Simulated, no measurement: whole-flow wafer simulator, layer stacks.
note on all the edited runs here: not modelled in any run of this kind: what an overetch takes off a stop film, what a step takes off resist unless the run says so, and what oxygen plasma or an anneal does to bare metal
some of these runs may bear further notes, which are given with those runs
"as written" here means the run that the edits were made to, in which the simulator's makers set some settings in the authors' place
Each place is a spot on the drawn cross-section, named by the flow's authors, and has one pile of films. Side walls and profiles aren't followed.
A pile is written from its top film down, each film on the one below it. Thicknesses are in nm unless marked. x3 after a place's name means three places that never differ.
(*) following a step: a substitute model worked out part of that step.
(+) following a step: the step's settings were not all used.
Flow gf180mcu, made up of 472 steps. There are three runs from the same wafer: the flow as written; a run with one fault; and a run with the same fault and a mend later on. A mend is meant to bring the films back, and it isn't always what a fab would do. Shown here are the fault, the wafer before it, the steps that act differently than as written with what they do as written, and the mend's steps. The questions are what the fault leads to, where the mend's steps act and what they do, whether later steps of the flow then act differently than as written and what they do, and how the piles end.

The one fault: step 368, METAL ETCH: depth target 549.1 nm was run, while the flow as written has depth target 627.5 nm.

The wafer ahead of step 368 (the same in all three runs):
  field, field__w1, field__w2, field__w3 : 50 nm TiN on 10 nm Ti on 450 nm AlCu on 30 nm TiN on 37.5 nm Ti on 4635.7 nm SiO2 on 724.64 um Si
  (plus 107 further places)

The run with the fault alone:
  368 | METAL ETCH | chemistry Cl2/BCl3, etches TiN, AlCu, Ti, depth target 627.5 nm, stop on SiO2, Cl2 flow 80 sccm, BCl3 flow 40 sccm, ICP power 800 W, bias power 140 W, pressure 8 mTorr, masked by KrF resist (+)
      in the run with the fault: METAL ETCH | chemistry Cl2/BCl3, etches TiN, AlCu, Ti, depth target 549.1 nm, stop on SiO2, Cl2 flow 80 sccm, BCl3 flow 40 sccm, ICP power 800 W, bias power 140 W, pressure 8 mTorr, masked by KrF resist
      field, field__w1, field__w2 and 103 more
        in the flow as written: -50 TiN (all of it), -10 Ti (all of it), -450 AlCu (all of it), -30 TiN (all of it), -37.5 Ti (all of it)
        in the run with the fault: -50 TiN (all of it), -10 Ti (all of it), -450 AlCu (all of it), -30 TiN (all of it), -9.1 Ti
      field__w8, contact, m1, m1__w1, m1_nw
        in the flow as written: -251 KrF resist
        in the run with the fault: -219.6 KrF resist
  Later steps of the flow acting differently than as written:
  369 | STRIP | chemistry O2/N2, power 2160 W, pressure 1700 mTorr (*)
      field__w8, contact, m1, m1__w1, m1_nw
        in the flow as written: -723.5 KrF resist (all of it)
        in the run with the fault: -754.9 KrF resist (all of it)
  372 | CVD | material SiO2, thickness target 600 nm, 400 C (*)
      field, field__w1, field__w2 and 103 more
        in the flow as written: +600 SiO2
        in the run with the fault: +600 SiO2 (new film)
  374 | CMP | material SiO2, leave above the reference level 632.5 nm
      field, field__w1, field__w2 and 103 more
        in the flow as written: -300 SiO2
        in the run with the fault: -328.4 SiO2
  The piles end different from the flow's at field, field__w1, field__w2 and 104 more by more than 2% or 0.5 nm, whichever is larger.
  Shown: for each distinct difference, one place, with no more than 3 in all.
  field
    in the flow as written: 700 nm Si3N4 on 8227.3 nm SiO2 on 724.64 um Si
    in the run with the fault: 700 nm Si3N4 on 3563.2 nm SiO2 on 28.4 nm Ti on 4635.7 nm SiO2 on 724.64 um Si
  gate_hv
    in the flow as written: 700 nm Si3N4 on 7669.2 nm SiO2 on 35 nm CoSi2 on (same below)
    in the run with the fault: 700 nm Si3N4 on 3563.2 nm SiO2 on 28.4 nm Ti on 4077.6 nm SiO2 on 35 nm CoSi2 on (same below)
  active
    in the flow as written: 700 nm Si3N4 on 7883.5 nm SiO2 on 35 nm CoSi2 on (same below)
    in the run with the fault: 700 nm Si3N4 on 3563.2 nm SiO2 on 28.4 nm Ti on 4291.9 nm SiO2 on 35 nm CoSi2 on (same below)

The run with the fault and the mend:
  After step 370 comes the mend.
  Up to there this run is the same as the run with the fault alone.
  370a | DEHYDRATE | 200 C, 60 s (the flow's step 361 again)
      leaves every film unchanged at each place that is followed
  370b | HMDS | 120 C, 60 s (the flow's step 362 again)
      leaves every film unchanged at each place that is followed
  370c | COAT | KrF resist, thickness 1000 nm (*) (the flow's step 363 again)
      iso_ptap_pw, iso_ntap_nw, iso_nw_fld and 33 more
        +1000 KrF resist (new film)
      field__w11, field__w13, p_well and 9 more
        +1003.5 KrF resist (new film)
      field_sub__w3, field_sub__w4, ld_sd_p and 6 more
        +1003.1 KrF resist (new film)
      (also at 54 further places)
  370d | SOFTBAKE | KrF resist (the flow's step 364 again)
      leaves every film unchanged at each place that is followed
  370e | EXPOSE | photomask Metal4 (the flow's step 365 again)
      leaves every film unchanged at each place that is followed
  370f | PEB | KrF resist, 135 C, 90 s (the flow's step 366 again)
      field__w1, field__w2, field__w3 and 55 more
        -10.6 KrF resist
      iso_ptap_pw, iso_ntap_nw, iso_nw_fld and 33 more
        -10.5 KrF resist
      gate_hv, sd_p, nw_enc_fld_lv__w3, polyc_n, polyc_n_rim
        -10.7 KrF resist
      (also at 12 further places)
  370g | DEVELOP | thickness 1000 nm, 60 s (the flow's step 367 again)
      iso_ptap_pw, iso_ntap_nw, iso_nw_fld and 33 more
        -989.5 KrF resist (all of it)
      field__w2, field__w3, field__w7 and 13 more
        -993 KrF resist (all of it)
      field_sub, field_sub__w2, field_sub__w3, field_sub__w4, ld_sd_p, ld_gate_p, ld_acc_p, ld_fp_p
        -992.5 KrF resist (all of it)
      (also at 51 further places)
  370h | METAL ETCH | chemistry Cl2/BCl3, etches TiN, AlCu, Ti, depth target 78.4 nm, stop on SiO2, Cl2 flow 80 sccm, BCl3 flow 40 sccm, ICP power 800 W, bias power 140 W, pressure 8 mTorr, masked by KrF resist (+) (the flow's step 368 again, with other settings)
      field, field__w1, field__w2 and 103 more
        -28.4 Ti (all of it)
      field__w8, contact, m1, m1__w1, m1_nw
        -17 KrF resist
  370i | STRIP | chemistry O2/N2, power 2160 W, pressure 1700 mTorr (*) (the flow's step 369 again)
      field__w8
        -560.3 KrF resist (all of it)
      contact
        -558.2 KrF resist (all of it)
      m1
        -561.7 KrF resist (all of it)
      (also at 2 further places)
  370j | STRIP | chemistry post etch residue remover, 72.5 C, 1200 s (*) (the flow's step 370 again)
      field__w8, contact, m1, m1__w1, m1_nw
        -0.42 TiN
  Every later step of the flow that is run acts as written, at every place that is followed, to within 2% or 0.5 nm, whichever is larger.
  When the end is reached, the piles differ only a little from the flow's at the places that both follow, at most by 2% or 0.5 nm, whichever is larger.
